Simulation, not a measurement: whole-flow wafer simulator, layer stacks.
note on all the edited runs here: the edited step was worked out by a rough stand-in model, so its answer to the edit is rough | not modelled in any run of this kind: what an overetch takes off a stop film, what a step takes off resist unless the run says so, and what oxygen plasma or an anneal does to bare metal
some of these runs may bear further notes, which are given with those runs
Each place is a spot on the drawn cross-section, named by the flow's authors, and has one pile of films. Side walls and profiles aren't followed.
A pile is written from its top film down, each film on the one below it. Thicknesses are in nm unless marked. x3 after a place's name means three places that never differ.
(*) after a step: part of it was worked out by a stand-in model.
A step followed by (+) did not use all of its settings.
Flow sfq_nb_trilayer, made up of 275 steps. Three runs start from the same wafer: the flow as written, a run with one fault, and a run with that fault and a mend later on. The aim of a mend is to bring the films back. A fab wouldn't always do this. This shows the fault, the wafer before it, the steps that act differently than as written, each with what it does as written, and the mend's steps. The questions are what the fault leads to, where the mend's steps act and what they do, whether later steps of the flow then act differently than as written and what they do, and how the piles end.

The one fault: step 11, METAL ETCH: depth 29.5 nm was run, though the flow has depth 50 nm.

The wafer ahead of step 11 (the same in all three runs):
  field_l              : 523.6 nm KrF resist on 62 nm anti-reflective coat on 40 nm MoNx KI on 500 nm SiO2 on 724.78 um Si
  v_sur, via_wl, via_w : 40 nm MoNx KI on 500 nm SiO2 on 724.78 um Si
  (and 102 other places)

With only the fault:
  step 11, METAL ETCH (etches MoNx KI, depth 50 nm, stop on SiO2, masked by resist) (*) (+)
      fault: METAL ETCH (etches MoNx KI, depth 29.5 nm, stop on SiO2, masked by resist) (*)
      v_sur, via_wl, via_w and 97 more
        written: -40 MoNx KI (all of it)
        fault: -29.5 MoNx KI
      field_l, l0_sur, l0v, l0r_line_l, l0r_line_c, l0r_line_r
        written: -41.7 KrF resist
        fault: -24.6 KrF resist
  Steps further on in the flow that do not act as written (not shown: 8 more steps that differ only slightly, by at most 2% or 0.5 nm, whichever is larger):
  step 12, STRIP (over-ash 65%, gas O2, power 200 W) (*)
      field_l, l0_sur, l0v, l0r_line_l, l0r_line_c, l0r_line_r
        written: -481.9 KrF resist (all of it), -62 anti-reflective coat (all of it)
        fault: -499 KrF resist (all of it), -62 anti-reflective coat (all of it)
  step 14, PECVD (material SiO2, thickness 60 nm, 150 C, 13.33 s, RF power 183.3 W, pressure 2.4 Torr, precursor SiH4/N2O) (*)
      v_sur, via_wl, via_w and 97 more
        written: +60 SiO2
        fault: +60 SiO2 (new film)
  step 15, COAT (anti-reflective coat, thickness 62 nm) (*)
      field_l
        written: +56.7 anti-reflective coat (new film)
        fault: +57.9 anti-reflective coat (new film)
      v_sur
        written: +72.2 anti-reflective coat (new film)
        fault: +69.6 anti-reflective coat (new film)
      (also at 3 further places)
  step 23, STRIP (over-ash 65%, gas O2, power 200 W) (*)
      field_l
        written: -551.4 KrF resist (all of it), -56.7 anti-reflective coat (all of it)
        fault: -553.7 KrF resist (all of it), -57.9 anti-reflective coat (all of it)
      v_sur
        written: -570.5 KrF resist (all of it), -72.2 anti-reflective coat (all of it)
        fault: -567.5 KrF resist (all of it), -69.6 anti-reflective coat (all of it)
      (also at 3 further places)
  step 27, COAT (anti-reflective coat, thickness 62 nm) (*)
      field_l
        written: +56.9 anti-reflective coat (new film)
        fault: +58.1 anti-reflective coat (new film)
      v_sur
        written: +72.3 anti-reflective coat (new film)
        fault: +69.7 anti-reflective coat (new film)
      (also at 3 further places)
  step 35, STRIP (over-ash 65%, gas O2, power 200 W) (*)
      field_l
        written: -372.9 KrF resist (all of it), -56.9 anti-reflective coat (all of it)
        fault: -375.4 KrF resist (all of it), -58.1 anti-reflective coat (all of it)
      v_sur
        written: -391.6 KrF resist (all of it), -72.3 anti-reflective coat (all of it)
        fault: -389 KrF resist (all of it), -69.7 anti-reflective coat (all of it)
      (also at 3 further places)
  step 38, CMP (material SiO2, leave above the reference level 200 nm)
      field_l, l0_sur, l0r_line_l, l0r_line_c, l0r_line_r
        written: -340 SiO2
        fault: -329.5 SiO2
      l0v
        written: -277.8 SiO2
        fault: -267.3 SiO2
  By the end, the piles at v_sur, via_wl, via_w and 97 more depart from the flow's by more than 2% or 0.5 nm, whichever is larger.
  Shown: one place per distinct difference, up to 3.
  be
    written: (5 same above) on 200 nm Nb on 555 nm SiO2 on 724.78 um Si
    fault: (5 same above) on 200 nm Nb on 55 nm SiO2 on 10.5 nm MoNx KI on 500 nm SiO2 on 724.78 um Si
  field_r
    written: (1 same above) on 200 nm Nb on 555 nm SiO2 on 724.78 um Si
    fault: (1 same above) on 200 nm Nb on 55 nm SiO2 on 10.5 nm MoNx KI on 500 nm SiO2 on 724.78 um Si
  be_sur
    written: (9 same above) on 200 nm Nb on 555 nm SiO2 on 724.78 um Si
    fault: (9 same above) on 200 nm Nb on 55 nm SiO2 on 10.5 nm MoNx KI on 500 nm SiO2 on 724.78 um Si

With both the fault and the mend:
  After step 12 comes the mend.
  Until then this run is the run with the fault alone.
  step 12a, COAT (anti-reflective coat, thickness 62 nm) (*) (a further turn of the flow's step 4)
      p4_fl x3, p4_w1 x9, p4_g1 x2 and 59 more
        +62 anti-reflective coat (new film)
      wire, be, be_sur, gap, res, r_end, moat, field_r
        +63.3 anti-reflective coat (new film)
      jj_sur, ce_l, c5j, ce_r, sp_r, be_r, r_sur
        +63.2 anti-reflective coat (new film)
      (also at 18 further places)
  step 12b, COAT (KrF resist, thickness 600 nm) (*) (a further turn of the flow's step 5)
      p4_fl x3, p4_w1 x9, p4_g1 x2 and 59 more
        +600 KrF resist (new film)
      gap, jj_sur, ce_l, r_sur, res
        +605 KrF resist (new film)
      c5j, ce_r, sp_r, be_r
        +604.9 KrF resist (new film)
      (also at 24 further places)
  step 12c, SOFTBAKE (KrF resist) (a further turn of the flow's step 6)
      alters no film at any place that is followed
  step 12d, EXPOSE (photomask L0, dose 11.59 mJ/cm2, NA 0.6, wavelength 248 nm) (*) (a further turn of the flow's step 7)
      alters no film at any place that is followed
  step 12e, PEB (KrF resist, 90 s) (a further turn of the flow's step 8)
      p4_fl x3, p4_w1 x9, p4_g1 x2 and 62 more
        -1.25 KrF resist
      wire, be, be_sur and 13 more
        -1.26 KrF resist
      v_sur, via_wl, via_w and 7 more
        -1.27 KrF resist
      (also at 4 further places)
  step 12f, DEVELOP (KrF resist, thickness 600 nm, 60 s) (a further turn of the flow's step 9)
      p4_fl x3, p4_w1 x9, p4_g1 x2 and 59 more
        -598.7 KrF resist (all of it)
      gap, jj_sur, ce_l and 6 more
        -603.7 KrF resist (all of it)
      field_l, l0_sur, l0v, l0r_line_l, l0r_line_c, l0r_line_r
        -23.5 KrF resist
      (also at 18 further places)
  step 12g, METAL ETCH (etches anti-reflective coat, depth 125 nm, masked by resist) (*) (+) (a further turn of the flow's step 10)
      p4_fl x3, p4_w1 x9, p4_g1 x2 and 59 more
        -62 anti-reflective coat (all of it)
      wire, be, be_sur, gap, res, r_end, moat, field_r
        -63.3 anti-reflective coat (all of it)
      jj_sur, ce_l, c5j, ce_r, sp_r, be_r, r_sur
        -63.2 anti-reflective coat (all of it)
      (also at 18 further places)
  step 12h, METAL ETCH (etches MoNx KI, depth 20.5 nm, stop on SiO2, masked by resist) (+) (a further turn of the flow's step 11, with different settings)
      v_sur, via_wl, via_w and 97 more
        -10.5 MoNx KI (all of it)
      field_l, l0_sur, l0v, l0r_line_l, l0r_line_c, l0r_line_r
        -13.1 KrF resist
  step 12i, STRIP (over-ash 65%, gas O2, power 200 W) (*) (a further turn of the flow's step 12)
      l0r_line_l, l0r_line_c, l0r_line_r
        -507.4 KrF resist (all of it), -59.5 anti-reflective coat (all of it)
      field_l
        -503.6 KrF resist (all of it), -57.7 anti-reflective coat (all of it)
      l0_sur
        -504.9 KrF resist (all of it), -55.6 anti-reflective coat (all of it)
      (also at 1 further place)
  None of the later steps of the flow acts differently than as written at any place that is followed.
  At every place that both follow, the piles at the end match the flow's.
